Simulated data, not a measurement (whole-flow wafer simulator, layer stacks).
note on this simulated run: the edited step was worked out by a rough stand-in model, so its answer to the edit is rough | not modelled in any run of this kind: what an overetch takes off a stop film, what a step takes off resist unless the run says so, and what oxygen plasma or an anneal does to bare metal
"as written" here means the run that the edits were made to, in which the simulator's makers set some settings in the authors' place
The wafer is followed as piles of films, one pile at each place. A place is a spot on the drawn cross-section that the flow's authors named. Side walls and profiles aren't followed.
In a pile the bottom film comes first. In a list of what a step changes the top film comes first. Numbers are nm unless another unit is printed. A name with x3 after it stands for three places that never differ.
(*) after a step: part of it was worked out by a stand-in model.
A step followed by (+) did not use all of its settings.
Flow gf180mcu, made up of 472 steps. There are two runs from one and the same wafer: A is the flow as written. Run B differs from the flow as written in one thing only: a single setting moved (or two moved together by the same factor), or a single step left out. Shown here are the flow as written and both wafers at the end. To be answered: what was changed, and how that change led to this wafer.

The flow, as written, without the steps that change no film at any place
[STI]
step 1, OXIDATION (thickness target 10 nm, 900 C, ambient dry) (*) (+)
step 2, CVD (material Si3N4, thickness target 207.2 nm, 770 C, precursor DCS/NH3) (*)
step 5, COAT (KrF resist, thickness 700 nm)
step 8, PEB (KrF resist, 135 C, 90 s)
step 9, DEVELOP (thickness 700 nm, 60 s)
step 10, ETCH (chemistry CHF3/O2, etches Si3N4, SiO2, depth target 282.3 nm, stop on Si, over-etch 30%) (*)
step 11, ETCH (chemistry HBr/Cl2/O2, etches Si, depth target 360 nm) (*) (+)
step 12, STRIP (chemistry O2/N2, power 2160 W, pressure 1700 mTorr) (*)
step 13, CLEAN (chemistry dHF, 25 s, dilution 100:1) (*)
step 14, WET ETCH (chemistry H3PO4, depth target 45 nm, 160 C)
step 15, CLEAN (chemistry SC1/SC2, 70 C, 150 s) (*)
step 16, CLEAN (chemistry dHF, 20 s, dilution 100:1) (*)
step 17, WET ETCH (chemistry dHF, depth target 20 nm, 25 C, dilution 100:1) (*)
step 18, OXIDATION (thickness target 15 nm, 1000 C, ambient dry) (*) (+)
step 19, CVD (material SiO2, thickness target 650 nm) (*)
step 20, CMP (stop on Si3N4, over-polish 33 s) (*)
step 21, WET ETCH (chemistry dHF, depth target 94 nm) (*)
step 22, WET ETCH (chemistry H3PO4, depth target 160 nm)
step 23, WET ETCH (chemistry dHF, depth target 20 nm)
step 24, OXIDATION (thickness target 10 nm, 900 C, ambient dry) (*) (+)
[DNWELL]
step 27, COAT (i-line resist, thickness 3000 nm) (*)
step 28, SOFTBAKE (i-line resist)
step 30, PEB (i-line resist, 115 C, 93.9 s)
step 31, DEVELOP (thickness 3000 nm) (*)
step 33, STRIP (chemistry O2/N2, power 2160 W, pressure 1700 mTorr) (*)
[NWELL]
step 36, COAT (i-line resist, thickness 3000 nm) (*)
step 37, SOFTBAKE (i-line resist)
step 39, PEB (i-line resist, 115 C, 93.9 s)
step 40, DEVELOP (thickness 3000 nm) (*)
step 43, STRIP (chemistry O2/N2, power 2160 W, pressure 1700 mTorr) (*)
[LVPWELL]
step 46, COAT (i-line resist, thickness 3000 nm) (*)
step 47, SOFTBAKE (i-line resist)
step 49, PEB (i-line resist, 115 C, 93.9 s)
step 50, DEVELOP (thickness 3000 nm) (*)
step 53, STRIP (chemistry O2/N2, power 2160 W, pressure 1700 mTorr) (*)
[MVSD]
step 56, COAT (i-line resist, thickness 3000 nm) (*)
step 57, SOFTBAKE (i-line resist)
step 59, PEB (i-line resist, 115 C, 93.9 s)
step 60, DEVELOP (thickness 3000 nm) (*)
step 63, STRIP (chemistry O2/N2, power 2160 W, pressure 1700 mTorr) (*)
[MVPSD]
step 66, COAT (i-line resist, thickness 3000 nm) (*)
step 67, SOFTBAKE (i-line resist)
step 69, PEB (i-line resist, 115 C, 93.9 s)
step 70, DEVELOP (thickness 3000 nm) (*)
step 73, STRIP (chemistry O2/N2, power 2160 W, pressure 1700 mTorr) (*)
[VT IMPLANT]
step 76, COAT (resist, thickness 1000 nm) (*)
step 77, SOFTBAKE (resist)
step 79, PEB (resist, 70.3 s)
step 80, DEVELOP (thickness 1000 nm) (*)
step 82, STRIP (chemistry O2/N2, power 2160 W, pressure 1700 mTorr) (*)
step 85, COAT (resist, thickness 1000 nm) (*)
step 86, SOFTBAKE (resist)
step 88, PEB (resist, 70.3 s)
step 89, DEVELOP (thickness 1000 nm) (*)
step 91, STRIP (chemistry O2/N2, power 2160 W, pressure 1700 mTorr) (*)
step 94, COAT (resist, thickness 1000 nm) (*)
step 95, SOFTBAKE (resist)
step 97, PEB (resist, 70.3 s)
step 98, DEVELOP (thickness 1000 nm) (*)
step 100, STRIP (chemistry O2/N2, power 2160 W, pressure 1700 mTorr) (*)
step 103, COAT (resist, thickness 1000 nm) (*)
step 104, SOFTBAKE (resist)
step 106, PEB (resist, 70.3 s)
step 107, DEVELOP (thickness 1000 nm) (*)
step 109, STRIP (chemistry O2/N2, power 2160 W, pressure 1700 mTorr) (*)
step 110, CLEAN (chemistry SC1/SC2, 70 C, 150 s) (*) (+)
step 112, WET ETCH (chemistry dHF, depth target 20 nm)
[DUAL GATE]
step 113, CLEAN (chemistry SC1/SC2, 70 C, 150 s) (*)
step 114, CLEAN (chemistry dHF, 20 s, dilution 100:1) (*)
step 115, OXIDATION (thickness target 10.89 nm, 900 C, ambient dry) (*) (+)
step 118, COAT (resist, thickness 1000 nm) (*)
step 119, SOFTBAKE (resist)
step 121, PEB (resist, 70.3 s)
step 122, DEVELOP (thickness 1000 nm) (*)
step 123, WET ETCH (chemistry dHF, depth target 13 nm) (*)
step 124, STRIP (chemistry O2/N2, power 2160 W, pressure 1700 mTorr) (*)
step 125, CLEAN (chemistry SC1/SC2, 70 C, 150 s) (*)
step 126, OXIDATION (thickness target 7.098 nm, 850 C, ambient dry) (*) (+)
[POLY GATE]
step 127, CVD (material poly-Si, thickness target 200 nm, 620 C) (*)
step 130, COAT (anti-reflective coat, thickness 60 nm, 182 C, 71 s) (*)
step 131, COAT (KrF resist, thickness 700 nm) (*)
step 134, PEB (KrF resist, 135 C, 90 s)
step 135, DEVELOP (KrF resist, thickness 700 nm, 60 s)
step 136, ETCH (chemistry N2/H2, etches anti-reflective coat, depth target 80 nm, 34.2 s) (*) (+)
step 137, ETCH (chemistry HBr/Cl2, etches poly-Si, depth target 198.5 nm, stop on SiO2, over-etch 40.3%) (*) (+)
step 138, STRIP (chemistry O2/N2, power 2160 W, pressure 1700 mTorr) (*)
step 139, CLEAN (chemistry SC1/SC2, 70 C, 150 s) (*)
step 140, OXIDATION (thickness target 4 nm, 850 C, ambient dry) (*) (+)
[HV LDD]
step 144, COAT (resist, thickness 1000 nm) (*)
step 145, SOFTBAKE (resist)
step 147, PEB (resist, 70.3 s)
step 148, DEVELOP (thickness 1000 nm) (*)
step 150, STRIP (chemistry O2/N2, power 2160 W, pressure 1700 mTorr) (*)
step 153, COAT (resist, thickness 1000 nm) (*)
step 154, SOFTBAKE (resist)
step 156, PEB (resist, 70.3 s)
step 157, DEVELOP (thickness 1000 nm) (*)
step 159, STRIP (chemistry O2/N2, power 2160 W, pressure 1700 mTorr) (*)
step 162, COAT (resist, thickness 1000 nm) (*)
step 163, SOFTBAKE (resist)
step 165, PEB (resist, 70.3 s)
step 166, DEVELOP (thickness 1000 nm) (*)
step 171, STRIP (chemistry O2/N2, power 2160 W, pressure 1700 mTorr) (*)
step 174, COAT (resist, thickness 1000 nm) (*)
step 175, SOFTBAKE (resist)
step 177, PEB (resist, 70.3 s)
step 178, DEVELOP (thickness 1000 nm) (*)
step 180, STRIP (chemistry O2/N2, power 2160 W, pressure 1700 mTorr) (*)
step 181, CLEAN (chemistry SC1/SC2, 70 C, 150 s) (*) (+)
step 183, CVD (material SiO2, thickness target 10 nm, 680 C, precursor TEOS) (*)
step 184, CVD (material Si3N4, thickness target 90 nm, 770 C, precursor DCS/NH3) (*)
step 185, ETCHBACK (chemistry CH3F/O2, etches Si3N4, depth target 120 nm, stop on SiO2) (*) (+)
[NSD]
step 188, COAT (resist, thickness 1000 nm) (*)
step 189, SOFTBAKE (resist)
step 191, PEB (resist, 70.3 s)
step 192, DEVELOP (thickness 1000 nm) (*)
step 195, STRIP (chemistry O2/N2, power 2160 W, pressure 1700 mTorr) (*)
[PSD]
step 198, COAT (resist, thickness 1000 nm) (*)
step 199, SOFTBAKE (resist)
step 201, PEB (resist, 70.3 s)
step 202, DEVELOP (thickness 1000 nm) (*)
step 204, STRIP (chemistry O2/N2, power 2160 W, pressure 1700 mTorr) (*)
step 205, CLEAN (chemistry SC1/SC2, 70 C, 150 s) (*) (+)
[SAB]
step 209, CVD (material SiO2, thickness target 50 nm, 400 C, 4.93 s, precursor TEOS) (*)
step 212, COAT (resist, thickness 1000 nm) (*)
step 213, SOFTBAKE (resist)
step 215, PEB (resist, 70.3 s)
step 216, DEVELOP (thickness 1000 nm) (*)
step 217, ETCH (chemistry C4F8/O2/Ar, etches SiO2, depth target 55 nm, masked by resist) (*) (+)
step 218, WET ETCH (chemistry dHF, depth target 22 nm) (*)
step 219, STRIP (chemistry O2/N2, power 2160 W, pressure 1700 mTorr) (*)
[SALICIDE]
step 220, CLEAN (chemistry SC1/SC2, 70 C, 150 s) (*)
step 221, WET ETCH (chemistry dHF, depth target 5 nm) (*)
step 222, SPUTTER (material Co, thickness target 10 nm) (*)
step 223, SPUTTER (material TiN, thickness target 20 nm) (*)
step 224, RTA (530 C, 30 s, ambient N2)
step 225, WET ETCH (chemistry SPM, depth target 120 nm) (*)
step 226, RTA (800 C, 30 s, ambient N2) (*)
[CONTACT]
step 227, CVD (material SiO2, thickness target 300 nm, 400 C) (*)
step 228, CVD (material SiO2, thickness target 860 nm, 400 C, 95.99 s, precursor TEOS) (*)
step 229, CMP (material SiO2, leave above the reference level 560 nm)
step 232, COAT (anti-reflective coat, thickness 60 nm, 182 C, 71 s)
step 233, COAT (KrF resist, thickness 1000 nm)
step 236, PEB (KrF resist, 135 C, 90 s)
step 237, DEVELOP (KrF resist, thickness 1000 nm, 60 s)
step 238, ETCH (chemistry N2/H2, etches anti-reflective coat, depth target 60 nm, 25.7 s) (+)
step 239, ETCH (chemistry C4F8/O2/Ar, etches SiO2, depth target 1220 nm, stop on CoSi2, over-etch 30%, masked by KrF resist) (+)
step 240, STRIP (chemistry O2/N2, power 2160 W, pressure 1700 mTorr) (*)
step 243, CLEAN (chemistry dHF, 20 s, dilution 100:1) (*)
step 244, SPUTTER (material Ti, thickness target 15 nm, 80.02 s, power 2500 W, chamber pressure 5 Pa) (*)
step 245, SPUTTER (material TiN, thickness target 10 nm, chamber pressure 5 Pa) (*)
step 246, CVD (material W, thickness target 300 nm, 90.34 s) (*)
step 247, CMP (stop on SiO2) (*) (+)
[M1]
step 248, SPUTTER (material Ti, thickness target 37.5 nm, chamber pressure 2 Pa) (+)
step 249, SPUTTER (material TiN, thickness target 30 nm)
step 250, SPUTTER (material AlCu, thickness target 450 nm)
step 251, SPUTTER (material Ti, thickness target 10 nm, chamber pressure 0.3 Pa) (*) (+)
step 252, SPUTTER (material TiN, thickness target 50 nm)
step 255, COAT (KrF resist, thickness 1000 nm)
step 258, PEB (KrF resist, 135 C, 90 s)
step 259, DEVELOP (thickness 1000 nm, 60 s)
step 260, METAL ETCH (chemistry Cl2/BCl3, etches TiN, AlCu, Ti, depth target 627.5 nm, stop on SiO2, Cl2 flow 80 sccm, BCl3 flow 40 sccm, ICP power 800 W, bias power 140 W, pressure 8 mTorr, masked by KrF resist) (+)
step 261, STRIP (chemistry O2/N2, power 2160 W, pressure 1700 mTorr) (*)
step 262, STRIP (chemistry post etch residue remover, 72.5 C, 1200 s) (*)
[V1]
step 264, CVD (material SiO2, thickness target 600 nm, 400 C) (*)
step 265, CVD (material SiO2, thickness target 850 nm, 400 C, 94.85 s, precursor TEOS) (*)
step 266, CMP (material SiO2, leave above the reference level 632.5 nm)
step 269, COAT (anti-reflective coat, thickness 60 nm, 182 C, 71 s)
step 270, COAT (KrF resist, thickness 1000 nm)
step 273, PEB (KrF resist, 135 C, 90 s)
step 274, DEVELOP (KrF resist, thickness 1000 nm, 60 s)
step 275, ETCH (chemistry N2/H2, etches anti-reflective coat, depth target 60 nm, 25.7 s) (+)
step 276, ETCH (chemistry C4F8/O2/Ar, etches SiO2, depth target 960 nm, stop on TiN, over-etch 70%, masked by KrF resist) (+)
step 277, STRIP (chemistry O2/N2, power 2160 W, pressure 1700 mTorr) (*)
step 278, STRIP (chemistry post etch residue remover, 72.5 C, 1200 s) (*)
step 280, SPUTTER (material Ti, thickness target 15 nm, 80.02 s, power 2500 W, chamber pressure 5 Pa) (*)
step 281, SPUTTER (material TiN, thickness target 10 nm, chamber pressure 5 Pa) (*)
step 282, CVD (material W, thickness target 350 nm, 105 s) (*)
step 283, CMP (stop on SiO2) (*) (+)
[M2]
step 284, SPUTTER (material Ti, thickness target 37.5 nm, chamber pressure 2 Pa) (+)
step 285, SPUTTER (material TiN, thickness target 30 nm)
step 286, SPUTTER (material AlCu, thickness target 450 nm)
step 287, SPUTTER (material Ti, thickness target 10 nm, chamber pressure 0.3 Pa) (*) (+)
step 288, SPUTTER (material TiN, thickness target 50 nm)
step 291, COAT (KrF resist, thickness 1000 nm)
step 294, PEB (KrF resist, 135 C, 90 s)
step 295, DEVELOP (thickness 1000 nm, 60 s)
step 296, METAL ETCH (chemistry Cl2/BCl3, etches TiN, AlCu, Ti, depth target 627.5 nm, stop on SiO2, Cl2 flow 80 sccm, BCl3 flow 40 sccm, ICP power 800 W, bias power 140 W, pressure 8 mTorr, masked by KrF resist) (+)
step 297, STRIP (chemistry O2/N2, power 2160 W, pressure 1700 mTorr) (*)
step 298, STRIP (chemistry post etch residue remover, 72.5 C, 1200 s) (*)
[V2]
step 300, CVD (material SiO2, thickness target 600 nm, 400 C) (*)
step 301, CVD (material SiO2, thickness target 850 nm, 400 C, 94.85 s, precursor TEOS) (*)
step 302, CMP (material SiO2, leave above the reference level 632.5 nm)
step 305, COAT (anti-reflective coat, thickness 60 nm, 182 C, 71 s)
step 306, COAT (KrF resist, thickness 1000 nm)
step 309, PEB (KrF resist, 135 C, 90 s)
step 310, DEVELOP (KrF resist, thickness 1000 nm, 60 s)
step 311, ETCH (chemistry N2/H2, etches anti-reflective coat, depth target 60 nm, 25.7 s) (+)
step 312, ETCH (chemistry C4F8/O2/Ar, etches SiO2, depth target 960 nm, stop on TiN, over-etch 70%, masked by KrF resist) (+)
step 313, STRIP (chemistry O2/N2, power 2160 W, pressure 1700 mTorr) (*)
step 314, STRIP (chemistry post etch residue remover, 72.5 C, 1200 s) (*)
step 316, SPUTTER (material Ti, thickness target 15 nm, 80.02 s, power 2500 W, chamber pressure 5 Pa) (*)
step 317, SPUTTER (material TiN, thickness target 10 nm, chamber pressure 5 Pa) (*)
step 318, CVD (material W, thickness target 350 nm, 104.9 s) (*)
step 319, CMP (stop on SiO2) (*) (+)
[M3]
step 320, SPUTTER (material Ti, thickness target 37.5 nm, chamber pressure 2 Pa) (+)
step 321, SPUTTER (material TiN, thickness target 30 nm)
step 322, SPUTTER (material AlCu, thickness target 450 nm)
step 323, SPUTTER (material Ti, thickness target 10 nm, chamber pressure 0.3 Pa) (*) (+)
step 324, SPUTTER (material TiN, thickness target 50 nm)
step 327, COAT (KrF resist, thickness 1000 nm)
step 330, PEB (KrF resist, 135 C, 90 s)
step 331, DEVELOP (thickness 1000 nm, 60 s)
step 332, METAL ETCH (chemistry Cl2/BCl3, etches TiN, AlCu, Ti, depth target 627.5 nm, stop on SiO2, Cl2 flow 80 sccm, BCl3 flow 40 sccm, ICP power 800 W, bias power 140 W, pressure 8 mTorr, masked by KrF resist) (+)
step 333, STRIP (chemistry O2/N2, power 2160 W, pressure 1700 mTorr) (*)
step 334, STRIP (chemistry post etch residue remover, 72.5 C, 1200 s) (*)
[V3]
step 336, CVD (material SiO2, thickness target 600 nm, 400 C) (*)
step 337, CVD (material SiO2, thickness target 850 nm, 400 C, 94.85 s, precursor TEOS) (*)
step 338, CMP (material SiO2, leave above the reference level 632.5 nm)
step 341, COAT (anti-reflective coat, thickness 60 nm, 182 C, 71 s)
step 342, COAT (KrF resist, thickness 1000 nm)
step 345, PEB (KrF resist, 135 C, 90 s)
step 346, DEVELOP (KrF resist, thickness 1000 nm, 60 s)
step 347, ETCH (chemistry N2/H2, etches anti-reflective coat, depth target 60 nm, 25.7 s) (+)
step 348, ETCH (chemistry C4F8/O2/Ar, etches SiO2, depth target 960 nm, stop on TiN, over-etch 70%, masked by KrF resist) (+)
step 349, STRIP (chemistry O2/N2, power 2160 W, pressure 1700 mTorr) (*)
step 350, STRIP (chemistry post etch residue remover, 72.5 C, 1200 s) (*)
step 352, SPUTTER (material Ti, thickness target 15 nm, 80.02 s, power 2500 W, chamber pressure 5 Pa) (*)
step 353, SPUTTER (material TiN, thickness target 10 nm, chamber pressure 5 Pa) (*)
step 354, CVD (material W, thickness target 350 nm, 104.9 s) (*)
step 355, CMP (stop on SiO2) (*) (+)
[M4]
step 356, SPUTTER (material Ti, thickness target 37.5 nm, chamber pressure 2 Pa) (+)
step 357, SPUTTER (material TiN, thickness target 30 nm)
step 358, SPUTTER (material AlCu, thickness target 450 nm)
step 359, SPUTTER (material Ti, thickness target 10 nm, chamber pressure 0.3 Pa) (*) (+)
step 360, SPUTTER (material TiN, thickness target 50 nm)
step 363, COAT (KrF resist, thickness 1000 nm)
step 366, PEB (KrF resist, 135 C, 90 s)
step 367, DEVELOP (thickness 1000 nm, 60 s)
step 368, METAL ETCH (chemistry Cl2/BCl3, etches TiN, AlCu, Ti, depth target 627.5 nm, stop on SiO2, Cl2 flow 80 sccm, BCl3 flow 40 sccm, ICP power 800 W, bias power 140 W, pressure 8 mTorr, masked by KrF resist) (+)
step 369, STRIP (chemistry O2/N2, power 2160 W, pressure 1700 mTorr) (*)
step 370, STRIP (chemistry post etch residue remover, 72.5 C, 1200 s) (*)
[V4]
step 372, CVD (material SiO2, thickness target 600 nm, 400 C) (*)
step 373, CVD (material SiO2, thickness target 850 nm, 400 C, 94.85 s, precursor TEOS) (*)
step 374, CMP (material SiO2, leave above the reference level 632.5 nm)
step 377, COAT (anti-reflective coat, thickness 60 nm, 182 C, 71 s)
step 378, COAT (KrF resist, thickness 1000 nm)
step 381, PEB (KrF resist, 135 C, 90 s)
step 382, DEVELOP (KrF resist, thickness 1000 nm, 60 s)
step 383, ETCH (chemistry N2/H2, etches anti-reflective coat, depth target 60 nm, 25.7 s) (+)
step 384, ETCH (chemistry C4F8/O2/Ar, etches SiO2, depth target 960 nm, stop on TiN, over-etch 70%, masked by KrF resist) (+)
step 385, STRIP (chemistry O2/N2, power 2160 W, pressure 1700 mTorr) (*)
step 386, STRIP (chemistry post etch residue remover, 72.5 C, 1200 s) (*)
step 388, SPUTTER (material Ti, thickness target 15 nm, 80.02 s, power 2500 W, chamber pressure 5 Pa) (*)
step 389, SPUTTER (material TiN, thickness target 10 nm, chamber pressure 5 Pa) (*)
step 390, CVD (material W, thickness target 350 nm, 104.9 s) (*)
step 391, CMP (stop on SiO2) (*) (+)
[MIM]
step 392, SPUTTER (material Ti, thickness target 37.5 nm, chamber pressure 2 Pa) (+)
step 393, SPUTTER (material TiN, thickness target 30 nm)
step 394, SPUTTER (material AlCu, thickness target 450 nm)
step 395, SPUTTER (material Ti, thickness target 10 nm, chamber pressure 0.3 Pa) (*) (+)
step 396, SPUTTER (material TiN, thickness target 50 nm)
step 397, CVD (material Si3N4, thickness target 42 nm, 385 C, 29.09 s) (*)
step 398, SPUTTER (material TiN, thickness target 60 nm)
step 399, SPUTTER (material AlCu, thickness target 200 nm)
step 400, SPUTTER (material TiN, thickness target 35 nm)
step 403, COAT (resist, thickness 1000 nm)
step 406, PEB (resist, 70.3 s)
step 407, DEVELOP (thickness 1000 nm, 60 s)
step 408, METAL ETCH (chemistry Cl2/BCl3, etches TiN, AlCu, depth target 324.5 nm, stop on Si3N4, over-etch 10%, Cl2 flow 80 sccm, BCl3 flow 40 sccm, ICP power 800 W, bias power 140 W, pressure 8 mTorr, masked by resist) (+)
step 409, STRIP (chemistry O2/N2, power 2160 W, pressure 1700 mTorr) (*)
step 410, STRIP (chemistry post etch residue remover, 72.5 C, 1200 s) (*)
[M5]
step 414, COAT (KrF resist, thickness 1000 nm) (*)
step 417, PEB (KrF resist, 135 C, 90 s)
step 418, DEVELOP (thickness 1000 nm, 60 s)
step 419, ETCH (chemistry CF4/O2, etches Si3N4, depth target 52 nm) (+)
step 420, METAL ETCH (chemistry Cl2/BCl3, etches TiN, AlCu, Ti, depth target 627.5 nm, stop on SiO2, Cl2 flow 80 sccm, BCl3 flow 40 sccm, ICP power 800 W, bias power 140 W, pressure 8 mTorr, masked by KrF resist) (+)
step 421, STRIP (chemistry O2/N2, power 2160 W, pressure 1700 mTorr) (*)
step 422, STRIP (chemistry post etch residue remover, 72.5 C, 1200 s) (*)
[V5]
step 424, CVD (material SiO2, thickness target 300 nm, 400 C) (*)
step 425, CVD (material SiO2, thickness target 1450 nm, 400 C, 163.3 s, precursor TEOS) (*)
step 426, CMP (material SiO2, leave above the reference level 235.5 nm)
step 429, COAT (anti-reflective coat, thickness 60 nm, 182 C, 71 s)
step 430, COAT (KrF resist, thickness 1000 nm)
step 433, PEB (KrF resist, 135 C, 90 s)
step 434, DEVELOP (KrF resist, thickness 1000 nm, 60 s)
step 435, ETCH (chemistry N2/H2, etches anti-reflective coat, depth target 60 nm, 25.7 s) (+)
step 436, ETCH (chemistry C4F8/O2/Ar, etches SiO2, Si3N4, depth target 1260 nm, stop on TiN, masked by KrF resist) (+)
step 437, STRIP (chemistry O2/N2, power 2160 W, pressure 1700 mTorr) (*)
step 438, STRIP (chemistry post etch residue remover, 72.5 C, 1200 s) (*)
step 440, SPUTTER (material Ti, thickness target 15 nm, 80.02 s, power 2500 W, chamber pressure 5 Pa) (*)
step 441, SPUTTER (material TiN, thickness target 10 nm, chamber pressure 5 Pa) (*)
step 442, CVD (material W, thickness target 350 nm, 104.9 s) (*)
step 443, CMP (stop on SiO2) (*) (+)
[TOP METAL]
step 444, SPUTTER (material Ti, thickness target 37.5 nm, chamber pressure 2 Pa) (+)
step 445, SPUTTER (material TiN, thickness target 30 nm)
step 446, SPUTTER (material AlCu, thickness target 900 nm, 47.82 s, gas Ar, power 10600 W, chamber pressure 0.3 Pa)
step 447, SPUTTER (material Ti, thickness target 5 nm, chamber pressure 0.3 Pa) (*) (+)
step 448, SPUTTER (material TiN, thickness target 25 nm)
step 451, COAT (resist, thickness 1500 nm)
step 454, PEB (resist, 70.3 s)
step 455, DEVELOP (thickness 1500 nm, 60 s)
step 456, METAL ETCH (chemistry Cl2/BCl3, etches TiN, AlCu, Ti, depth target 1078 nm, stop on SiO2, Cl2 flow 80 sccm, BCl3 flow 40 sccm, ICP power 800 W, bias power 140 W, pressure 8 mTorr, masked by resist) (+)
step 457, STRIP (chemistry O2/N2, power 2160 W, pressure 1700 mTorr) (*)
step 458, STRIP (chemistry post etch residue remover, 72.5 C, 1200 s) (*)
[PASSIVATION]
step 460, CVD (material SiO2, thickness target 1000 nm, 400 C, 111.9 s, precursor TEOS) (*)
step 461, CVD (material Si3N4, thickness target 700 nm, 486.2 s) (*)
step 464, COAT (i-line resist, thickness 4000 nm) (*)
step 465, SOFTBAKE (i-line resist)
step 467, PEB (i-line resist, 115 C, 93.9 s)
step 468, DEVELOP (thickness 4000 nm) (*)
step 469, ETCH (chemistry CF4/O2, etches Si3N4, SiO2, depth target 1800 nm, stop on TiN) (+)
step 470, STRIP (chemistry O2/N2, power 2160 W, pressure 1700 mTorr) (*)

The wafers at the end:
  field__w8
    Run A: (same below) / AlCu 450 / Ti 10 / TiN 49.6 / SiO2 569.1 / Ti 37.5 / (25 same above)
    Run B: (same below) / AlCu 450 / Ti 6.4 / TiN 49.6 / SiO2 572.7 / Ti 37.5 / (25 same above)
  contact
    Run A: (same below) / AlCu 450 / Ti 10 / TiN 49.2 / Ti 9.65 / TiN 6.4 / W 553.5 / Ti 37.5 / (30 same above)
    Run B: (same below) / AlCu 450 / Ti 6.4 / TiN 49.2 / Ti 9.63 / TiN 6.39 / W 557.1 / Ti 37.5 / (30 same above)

What caused this: step 287, SPUTTER: thickness target 6.4 nm was run, though the flow has thickness target 10 nm.
One can read it off the wafer: field__w8 has Ti 6.4, and step 287 as written asks for 10 nm.

Step by step, how the change led to this:
  step 287, SPUTTER (material Ti, thickness target 10 nm, chamber pressure 0.3 Pa) (*) (+)
      field, field__w1, field__w2 and 108 more: A Ti gains 10 (new film) | B Ti gains 6.4 (new film)
  step 296, METAL ETCH (chemistry Cl2/BCl3, etches TiN, AlCu, Ti, depth target 627.5 nm, stop on SiO2, Cl2 flow 80 sccm, BCl3 flow 40 sccm, ICP power 800 W, bias power 140 W, pressure 8 mTorr, masked by KrF resist) (+)
      field, field__w1, field__w2 and 103 more: A TiN loses 50 (all of it), Ti loses 10 (all of it), AlCu loses 450 (all of it), TiN loses 30 (all of it), Ti loses 37.5 (all of it) | B TiN loses 50 (all of it), Ti loses 6.4 (all of it), AlCu loses 450 (all of it), TiN loses 30 (all of it), Ti loses 37.5 (all of it)
